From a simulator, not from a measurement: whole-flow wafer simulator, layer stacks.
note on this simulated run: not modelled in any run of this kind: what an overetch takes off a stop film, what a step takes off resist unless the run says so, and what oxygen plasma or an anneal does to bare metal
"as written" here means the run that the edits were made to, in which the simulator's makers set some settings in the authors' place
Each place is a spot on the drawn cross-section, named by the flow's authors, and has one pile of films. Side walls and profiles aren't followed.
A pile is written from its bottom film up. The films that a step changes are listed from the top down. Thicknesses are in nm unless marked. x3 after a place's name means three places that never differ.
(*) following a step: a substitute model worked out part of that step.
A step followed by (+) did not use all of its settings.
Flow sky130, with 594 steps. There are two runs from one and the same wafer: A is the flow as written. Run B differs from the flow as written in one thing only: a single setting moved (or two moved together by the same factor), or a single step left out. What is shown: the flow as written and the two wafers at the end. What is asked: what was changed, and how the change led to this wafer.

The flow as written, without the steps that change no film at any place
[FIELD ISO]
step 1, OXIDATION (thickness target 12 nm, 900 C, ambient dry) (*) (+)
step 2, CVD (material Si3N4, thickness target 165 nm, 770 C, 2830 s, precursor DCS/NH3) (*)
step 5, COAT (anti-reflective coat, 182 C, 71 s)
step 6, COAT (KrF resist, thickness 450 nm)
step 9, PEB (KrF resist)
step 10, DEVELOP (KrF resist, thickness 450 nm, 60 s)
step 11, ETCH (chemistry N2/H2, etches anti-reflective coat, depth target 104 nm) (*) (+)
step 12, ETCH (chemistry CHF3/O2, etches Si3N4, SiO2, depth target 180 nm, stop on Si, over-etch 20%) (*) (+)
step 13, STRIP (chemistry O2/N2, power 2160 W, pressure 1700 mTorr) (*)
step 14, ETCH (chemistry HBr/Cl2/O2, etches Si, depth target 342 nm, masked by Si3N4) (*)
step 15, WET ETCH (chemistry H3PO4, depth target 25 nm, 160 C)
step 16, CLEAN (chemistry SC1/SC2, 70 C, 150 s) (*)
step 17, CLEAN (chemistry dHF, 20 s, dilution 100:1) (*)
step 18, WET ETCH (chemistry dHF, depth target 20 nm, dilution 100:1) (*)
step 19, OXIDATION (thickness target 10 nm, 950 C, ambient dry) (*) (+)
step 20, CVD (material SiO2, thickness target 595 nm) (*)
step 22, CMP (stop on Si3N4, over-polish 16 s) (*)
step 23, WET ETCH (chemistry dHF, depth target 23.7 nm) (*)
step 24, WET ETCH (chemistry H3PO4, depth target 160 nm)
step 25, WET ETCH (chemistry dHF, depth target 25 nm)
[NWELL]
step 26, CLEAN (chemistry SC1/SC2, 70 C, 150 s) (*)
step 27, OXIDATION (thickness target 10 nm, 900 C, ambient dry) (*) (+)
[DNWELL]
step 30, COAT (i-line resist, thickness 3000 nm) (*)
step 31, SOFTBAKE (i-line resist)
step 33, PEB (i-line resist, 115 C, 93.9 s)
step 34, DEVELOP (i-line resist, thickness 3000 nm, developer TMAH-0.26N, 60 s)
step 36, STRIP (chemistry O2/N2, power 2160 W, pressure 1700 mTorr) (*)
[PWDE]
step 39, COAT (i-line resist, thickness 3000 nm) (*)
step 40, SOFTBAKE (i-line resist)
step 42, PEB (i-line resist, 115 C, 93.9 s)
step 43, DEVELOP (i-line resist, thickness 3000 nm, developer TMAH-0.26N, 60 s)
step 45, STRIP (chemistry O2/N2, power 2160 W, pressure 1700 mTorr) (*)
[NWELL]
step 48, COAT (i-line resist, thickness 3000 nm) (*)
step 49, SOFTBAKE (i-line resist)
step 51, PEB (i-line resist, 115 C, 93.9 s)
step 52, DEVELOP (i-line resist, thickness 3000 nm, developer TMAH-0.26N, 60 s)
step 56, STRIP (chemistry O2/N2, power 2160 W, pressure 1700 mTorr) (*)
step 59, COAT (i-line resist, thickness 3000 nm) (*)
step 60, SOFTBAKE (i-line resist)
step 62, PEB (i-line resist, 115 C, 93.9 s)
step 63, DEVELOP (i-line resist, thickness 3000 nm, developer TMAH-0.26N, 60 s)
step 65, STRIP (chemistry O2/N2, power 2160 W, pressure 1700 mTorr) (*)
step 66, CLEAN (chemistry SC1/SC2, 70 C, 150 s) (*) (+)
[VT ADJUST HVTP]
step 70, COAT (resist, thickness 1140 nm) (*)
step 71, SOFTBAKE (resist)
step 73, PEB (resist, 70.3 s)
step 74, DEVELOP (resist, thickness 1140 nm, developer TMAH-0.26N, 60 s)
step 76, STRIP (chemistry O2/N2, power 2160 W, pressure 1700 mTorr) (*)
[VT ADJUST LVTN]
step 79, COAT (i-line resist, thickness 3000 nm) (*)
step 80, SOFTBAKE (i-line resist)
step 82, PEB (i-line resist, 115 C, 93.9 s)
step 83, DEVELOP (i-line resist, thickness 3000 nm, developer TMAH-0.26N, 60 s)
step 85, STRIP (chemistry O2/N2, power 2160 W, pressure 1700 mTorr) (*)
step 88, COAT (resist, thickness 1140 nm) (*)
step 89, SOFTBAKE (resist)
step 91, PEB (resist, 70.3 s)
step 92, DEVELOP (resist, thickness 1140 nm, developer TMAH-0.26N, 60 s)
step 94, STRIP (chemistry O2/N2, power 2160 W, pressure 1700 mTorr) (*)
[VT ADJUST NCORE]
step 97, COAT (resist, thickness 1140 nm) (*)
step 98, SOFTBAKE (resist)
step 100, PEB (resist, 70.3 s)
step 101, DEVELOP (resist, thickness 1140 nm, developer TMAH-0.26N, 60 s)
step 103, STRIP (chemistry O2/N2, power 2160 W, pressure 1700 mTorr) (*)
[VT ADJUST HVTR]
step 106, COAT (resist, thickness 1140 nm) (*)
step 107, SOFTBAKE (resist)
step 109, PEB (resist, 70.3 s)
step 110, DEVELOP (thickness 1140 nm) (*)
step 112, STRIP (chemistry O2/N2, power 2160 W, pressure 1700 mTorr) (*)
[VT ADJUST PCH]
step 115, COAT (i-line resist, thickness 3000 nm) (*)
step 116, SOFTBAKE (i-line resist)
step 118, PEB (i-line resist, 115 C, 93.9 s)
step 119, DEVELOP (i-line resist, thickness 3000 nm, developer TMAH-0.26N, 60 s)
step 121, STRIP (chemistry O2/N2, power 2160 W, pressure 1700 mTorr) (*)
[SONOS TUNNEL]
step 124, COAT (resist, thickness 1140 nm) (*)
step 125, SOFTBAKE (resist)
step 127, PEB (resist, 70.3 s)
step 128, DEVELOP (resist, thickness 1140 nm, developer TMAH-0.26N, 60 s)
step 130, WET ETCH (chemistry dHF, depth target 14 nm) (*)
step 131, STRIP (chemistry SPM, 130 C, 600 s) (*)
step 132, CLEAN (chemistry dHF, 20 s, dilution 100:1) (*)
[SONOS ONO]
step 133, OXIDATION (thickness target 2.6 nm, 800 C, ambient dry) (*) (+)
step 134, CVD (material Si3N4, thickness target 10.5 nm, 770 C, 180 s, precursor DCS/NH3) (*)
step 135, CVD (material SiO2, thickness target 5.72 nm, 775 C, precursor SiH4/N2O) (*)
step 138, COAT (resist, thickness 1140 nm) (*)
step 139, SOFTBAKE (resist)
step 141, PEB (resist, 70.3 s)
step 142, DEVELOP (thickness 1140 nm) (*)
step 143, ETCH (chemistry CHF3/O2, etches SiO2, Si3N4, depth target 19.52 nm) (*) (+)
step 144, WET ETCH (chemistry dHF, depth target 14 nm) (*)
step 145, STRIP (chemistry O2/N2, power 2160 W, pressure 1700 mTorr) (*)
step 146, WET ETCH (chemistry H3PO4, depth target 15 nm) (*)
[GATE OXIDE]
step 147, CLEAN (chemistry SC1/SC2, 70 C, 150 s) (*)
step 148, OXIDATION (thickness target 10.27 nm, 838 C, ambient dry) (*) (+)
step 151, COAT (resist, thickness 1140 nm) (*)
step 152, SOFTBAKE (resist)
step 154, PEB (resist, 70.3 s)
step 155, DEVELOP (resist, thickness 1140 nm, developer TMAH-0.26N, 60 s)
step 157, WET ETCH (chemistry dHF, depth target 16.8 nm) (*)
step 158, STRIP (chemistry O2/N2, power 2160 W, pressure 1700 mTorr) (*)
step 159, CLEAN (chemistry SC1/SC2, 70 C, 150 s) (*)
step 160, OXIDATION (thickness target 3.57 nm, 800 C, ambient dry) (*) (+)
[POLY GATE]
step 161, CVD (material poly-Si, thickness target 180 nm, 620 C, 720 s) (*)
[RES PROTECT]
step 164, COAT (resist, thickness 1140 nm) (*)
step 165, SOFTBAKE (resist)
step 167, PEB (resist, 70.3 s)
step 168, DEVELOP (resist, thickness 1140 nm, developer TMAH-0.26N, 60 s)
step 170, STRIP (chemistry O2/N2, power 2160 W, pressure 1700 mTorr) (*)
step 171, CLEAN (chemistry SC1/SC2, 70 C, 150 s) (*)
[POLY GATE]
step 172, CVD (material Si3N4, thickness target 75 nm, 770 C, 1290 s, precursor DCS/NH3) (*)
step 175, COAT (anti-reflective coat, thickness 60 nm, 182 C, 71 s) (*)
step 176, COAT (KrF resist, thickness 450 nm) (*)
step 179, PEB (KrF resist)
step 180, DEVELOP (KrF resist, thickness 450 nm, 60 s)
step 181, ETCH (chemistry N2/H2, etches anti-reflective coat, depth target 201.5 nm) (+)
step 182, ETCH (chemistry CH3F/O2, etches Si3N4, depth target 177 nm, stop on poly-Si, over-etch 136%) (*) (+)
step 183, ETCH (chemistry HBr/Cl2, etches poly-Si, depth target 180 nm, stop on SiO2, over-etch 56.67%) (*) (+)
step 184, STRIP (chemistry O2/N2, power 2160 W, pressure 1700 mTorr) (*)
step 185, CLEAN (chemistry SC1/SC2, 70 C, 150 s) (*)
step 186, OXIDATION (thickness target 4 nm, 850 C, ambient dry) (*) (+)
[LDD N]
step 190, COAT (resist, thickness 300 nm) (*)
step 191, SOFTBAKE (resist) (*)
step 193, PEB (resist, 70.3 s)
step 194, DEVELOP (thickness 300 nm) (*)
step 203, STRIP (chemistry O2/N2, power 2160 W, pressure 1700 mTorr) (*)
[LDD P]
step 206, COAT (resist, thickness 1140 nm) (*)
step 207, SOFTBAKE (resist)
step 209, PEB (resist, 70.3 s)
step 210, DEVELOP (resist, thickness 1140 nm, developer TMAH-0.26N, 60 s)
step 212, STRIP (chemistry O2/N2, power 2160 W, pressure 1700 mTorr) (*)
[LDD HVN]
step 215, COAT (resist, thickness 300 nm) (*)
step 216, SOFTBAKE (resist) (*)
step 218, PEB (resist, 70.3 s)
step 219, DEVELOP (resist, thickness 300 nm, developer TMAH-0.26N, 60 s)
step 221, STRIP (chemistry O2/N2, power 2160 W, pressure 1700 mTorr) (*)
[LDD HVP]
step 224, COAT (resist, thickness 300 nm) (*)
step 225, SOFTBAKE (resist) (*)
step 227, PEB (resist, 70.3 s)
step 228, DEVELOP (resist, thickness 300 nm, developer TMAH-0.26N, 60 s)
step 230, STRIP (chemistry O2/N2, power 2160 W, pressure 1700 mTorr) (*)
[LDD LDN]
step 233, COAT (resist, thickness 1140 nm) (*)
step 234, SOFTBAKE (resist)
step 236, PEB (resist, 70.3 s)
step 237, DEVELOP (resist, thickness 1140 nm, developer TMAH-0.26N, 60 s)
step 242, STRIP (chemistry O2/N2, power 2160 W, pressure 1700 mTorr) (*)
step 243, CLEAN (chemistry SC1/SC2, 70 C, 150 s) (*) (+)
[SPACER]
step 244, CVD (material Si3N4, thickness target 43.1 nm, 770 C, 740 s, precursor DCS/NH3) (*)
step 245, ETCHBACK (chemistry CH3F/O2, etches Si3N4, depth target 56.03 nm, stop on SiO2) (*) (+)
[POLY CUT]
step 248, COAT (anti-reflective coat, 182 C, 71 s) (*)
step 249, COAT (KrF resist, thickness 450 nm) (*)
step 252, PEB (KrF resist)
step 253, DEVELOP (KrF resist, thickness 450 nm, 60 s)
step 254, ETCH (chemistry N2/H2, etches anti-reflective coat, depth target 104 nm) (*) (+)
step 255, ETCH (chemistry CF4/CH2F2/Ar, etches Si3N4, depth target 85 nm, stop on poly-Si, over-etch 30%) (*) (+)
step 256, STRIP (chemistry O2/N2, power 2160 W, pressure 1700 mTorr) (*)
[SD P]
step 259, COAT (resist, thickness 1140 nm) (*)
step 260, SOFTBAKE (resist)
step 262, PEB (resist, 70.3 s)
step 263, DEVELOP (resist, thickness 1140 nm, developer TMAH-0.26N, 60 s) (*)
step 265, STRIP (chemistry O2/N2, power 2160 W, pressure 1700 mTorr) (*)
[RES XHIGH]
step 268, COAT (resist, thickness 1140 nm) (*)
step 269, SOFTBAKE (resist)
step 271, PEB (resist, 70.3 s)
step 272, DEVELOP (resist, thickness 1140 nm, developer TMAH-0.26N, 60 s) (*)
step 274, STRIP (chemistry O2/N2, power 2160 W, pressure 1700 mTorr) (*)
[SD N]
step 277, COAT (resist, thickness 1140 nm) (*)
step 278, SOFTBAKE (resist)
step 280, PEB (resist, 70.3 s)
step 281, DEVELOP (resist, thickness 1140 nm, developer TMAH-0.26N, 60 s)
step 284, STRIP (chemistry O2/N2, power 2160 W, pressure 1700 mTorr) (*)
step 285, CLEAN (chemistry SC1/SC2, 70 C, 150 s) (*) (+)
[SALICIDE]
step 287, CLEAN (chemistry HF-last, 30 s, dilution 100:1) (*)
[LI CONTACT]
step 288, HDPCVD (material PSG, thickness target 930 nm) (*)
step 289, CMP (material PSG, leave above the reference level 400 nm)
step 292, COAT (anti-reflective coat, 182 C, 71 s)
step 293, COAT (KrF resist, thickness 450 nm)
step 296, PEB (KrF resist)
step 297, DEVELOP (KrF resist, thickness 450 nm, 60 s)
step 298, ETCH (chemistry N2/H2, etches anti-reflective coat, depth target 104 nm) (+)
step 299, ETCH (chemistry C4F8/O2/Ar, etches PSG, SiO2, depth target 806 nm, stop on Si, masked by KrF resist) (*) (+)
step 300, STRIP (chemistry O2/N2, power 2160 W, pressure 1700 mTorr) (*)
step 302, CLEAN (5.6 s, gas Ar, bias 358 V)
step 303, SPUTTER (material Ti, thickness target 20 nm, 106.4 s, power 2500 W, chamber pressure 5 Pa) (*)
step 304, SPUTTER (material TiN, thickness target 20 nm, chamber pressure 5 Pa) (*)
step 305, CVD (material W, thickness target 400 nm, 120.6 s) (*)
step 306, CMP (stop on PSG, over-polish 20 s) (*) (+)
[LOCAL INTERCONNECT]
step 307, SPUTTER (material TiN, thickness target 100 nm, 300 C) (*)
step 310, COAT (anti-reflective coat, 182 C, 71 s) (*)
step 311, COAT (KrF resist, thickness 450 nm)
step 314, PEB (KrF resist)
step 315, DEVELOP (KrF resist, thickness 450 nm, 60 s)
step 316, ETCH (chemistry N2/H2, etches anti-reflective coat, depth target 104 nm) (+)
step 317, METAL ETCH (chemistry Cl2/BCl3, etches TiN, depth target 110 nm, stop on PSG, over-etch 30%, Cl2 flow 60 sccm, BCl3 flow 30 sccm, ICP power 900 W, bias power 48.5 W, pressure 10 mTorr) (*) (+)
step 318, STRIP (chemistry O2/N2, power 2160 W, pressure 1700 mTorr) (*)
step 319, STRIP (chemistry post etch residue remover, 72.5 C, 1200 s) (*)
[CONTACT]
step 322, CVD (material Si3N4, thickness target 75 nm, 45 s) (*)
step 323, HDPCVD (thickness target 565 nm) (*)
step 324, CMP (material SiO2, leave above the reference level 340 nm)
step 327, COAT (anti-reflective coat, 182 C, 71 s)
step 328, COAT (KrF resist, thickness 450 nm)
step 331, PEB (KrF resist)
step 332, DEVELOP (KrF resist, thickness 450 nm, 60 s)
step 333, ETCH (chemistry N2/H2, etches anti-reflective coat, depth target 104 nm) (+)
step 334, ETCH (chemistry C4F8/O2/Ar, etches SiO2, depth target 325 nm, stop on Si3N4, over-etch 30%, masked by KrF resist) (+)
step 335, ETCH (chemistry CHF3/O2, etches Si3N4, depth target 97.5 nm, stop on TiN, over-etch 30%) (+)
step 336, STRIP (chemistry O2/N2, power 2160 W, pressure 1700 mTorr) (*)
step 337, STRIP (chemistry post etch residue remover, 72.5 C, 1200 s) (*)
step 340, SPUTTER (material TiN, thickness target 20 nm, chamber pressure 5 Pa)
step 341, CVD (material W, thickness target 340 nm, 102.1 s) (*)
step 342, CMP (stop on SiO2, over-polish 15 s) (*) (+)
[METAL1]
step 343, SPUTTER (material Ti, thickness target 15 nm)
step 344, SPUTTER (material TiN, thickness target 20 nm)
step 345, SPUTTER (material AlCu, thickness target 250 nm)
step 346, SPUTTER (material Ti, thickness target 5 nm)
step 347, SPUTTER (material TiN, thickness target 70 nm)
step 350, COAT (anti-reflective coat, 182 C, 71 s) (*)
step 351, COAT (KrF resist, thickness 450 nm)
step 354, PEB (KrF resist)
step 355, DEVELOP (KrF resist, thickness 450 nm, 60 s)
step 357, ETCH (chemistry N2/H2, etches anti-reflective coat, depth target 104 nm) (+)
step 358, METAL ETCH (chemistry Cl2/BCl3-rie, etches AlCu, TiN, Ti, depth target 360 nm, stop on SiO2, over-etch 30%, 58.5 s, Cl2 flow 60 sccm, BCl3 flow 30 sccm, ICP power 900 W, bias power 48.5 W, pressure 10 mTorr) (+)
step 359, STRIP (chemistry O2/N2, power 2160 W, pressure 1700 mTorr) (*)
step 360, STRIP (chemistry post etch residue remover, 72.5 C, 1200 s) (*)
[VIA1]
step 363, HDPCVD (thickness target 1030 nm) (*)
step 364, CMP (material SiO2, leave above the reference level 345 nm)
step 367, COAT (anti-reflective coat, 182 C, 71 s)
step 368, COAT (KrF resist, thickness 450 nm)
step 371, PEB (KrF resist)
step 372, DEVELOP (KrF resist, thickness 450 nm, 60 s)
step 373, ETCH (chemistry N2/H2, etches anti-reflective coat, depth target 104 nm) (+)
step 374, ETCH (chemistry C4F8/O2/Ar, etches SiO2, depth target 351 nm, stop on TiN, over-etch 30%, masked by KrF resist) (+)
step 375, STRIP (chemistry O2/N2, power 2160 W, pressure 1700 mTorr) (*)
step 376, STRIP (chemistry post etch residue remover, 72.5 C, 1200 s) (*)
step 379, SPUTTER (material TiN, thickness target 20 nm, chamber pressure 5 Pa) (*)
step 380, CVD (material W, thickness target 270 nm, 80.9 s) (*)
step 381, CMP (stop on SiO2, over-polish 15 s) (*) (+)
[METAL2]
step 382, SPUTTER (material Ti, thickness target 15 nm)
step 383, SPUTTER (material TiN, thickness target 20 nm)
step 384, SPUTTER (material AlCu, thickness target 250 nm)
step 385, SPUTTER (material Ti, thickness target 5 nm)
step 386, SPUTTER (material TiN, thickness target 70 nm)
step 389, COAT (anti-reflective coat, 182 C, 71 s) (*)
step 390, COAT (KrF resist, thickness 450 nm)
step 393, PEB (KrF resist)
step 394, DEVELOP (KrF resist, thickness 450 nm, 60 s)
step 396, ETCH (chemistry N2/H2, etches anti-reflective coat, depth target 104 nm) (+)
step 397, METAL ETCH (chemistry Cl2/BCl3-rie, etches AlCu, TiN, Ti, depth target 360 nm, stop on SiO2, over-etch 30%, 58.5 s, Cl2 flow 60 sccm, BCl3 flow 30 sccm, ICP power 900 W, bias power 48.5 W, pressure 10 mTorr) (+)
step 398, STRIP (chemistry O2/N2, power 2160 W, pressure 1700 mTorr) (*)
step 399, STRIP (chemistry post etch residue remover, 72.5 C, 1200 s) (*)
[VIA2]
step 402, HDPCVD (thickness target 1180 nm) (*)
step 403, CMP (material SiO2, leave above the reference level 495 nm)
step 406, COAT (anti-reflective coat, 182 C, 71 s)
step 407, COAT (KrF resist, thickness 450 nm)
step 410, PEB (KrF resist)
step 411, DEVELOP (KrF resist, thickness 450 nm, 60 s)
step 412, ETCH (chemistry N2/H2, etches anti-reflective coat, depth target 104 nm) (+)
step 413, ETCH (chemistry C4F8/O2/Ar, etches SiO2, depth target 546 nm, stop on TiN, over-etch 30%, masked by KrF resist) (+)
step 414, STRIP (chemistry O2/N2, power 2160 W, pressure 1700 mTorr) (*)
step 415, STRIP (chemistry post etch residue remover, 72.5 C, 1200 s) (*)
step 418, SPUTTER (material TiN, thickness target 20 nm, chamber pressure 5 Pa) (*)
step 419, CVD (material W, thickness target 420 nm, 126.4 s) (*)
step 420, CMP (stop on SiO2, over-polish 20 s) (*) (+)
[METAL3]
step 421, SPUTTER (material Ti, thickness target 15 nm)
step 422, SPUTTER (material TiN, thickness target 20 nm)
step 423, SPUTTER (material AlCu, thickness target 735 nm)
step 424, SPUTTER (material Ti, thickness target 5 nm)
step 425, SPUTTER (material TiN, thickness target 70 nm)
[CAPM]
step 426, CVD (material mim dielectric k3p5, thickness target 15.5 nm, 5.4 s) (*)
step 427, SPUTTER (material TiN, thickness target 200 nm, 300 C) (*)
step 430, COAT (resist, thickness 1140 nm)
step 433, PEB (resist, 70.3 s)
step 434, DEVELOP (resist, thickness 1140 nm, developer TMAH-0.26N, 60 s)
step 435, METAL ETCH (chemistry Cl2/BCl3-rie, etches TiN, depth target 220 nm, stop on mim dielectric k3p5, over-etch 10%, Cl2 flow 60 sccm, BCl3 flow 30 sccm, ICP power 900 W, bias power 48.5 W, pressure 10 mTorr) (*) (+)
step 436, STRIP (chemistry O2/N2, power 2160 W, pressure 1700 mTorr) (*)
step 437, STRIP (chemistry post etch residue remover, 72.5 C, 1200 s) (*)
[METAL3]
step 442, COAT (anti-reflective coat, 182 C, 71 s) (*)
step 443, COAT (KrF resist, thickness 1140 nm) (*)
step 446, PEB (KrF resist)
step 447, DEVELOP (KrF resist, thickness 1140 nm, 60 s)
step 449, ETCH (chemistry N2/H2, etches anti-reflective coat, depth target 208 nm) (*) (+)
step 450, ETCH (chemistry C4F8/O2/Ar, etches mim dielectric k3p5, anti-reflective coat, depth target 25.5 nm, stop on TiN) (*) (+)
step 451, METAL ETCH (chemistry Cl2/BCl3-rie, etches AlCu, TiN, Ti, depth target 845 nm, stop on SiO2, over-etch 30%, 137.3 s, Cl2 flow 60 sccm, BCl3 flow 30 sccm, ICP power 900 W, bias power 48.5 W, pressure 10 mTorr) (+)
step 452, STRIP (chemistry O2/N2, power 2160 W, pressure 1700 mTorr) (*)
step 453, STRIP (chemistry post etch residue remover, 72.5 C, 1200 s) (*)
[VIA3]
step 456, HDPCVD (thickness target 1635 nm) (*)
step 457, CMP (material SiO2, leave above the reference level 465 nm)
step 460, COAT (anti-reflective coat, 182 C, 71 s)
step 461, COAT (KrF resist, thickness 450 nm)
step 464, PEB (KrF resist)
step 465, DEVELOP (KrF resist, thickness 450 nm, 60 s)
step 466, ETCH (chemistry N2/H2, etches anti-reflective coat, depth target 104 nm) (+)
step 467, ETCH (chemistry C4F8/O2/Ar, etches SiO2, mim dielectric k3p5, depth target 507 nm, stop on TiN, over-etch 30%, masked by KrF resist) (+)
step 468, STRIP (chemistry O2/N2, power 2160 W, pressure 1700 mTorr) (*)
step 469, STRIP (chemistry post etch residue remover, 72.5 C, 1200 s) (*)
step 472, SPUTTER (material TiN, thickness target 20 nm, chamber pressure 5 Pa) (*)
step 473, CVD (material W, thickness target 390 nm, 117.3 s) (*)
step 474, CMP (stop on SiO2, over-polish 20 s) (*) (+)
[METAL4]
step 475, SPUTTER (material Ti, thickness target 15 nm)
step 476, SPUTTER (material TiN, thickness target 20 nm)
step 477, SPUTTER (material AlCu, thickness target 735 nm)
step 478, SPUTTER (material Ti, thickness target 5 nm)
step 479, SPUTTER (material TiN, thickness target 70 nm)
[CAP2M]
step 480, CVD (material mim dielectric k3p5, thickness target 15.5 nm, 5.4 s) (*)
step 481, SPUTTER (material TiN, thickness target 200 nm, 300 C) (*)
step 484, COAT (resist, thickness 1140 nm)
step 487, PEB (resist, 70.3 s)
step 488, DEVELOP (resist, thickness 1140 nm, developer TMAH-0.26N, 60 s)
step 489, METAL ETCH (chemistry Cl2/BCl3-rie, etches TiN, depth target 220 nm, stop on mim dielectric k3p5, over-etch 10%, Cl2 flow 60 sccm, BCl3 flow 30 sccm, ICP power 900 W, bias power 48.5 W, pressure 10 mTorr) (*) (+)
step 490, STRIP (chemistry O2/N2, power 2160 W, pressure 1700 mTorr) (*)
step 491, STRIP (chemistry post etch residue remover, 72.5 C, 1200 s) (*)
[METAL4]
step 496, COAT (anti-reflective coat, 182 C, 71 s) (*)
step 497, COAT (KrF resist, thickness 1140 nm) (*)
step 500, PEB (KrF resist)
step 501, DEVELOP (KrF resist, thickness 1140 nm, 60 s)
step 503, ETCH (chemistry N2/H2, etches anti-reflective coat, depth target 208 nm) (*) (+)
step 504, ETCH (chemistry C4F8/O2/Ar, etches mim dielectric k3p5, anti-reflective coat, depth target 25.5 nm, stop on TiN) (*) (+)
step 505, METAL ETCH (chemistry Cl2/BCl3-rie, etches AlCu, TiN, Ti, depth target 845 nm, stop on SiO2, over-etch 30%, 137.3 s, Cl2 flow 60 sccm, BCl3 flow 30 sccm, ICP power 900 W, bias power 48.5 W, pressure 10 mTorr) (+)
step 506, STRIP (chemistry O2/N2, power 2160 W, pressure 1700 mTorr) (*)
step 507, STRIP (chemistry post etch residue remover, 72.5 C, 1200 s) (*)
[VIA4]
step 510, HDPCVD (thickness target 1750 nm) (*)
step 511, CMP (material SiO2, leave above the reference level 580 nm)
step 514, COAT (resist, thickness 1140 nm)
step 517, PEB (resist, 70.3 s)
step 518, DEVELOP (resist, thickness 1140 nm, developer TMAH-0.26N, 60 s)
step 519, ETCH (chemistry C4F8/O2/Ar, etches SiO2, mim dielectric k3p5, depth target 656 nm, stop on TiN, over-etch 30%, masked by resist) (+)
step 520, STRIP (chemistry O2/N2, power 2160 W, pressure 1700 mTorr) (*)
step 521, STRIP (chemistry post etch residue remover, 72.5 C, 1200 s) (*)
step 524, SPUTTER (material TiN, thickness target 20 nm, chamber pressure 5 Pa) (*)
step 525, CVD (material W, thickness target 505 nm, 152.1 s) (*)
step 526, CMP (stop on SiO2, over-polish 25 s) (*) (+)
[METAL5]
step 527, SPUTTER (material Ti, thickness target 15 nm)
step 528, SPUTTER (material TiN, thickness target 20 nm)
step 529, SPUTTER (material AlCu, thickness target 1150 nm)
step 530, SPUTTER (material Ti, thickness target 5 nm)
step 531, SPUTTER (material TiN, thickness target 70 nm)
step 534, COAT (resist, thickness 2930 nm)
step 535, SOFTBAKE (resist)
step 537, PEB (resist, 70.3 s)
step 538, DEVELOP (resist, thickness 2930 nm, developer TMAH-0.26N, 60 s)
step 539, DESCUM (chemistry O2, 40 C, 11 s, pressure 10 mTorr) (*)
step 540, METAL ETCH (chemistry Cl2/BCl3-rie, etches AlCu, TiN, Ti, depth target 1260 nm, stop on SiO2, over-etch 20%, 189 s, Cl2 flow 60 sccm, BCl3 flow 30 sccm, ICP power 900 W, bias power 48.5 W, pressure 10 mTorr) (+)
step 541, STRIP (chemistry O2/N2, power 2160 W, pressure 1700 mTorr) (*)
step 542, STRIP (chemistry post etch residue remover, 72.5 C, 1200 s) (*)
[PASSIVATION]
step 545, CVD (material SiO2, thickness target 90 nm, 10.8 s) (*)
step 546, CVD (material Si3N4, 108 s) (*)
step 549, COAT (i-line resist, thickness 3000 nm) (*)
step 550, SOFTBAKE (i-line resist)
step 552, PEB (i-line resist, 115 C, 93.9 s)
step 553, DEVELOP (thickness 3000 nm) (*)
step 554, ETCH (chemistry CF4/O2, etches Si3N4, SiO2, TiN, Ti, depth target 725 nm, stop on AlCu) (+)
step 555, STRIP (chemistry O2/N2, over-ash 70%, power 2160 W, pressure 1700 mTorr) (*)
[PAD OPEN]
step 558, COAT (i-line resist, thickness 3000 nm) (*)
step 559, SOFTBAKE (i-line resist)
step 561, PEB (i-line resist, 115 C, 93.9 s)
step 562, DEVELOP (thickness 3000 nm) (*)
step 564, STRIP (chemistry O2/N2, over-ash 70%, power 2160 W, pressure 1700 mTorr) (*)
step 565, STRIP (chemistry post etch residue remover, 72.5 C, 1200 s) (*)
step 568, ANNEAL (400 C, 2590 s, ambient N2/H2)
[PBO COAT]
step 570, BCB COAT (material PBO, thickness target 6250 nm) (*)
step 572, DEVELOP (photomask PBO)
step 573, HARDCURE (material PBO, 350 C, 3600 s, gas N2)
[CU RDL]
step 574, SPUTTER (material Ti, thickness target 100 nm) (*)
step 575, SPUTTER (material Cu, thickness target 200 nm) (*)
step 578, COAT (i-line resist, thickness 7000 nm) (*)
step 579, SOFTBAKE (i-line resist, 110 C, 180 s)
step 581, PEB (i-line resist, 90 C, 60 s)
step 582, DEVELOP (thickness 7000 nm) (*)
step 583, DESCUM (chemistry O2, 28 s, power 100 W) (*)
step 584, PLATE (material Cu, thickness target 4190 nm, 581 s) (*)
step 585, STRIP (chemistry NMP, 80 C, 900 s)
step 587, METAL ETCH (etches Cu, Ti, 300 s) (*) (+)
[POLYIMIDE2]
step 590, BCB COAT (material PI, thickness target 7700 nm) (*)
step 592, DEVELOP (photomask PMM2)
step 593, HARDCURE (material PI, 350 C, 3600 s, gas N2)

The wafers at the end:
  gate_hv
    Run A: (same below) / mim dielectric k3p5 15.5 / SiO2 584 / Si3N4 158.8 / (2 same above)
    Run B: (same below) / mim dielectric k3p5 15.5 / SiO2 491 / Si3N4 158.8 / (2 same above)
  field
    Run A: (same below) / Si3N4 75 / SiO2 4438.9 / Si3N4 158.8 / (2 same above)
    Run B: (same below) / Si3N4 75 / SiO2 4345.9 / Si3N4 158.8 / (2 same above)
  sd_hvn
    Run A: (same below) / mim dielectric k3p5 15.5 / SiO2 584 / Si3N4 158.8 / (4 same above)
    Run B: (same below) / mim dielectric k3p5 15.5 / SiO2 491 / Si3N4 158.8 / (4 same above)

The reason: step 511, CMP: leave above the reference level 487 nm was run, whereas the flow has leave above the reference level 580 nm.

How this came from the change, step by step:
  step 511, CMP (material SiO2, leave above the reference level 580 nm)
      n_well, p_well, gate_hv and 99 more: A -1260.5 SiO2 | B -1353.5 SiO2
      field, active, gate and 77 more: A -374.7 SiO2 | B -467.7 SiO2
      (also at 11 further places)
  step 519, ETCH (chemistry C4F8/O2/Ar, etches SiO2, mim dielectric k3p5, depth target 656 nm, stop on TiN, over-etch 30%, masked by resist) (+)
      field, active, n_well and 188 more: A -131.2 resist | B -107.3 resist
      m1: A -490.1 SiO2 (all of it), -15.5 mim dielectric k3p5 (all of it) | B -397.1 SiO2 (all of it), -15.5 mim dielectric k3p5 (all of it)
      (also at 1 further place)
  step 520, STRIP (chemistry O2/N2, power 2160 W, pressure 1700 mTorr) (*)
      field, active, n_well and 188 more: A -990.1 resist (all of it) | B -1014 resist (all of it)
  step 524, SPUTTER (material TiN, thickness target 20 nm, chamber pressure 5 Pa) (*)
      m1, via4_hole: A +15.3 TiN | B +15.9 TiN
  step 525, CVD (material W, thickness target 505 nm, 152.1 s) (*)
      m1: A +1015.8 W (new film) | B +922.1 W (new film)
      via4_hole: A +1015.2 W (new film) | B +921.5 W (new film)
